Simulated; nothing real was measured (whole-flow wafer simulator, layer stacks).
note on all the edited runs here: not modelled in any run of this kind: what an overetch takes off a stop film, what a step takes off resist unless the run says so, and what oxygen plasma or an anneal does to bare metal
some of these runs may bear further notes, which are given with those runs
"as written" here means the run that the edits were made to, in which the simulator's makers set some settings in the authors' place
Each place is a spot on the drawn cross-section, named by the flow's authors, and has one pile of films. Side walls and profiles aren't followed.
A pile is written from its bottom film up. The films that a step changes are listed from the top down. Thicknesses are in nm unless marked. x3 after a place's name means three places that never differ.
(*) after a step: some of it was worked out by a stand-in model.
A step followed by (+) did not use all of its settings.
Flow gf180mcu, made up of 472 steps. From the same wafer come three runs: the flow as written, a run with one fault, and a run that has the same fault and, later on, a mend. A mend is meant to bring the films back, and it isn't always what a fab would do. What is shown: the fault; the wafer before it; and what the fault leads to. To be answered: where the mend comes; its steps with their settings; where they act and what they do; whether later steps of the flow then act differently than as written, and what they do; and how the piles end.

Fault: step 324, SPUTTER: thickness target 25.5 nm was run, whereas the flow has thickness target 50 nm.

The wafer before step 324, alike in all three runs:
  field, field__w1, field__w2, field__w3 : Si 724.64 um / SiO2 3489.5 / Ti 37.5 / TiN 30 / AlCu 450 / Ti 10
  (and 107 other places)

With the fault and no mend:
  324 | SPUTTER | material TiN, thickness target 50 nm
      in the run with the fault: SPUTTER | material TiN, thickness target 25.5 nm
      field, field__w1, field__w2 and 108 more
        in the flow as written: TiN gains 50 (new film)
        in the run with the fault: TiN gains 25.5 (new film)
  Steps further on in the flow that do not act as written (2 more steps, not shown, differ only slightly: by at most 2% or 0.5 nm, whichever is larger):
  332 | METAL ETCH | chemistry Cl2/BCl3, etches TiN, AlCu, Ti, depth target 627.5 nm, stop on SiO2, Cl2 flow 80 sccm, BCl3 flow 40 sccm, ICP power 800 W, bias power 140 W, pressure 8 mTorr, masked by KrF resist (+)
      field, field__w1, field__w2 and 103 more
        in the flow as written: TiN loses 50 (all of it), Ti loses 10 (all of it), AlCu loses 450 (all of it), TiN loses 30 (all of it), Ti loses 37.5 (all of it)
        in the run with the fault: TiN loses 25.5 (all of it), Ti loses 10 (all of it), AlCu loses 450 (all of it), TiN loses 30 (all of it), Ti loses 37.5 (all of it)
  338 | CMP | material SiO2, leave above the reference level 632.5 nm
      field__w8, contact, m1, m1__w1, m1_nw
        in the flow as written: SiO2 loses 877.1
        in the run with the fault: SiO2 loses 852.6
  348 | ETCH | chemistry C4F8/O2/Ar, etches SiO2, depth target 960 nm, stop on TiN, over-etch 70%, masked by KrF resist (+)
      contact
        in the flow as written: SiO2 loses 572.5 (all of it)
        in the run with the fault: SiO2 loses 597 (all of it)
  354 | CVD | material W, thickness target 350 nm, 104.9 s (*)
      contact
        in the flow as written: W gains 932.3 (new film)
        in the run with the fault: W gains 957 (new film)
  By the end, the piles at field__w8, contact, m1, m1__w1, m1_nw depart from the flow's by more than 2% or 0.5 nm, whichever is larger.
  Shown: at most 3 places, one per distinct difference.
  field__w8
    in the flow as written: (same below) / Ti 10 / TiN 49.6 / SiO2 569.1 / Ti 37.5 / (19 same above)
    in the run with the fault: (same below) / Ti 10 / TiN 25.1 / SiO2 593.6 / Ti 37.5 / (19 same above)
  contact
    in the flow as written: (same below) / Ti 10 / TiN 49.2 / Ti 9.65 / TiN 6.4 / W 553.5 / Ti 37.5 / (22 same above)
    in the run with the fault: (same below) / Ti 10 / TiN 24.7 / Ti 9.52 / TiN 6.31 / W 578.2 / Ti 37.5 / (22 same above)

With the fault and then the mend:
  After step 331 comes the mend.
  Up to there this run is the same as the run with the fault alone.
  331a | STRIP | chemistry O2/N2, power 2160 W, pressure 1700 mTorr (*)
      field__w8, contact, m1, m1__w1, m1_nw
        KrF resist loses 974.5 (all of it)
  331b | SPUTTER | material TiN, thickness target 24.5 nm (the flow's step 324, run once more with other settings)
      field, field__w1, field__w2 and 108 more
        TiN gains 24.5
  331c | HMDS | 120 C, 60 s (the flow's step 326, run once more)
      alters no film at any place that is followed
  331d | COAT | KrF resist, thickness 1000 nm (the flow's step 327, run once more)
      field, field__w1, field__w2 and 108 more
        KrF resist gains 1000 (new film)
  331e | SOFTBAKE | KrF resist (the flow's step 328, run once more)
      alters no film at any place that is followed
  331f | EXPOSE | photomask Metal3 (the flow's step 329, run once more)
      alters no film at any place that is followed
  331g | PEB | KrF resist, 135 C, 90 s (the flow's step 330, run once more)
      field, field__w1, field__w2 and 108 more
        KrF resist loses 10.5
  331h | DEVELOP | thickness 1000 nm, 60 s (the flow's step 331, run once more)
      field, field__w1, field__w2 and 103 more
        KrF resist loses 989.5 (all of it)
      field__w8, contact, m1, m1__w1, m1_nw
        KrF resist loses 14.9
  Later steps of the flow that are run all act as written at every place that is followed.
  At every place that both follow, the piles at the end match the flow's.
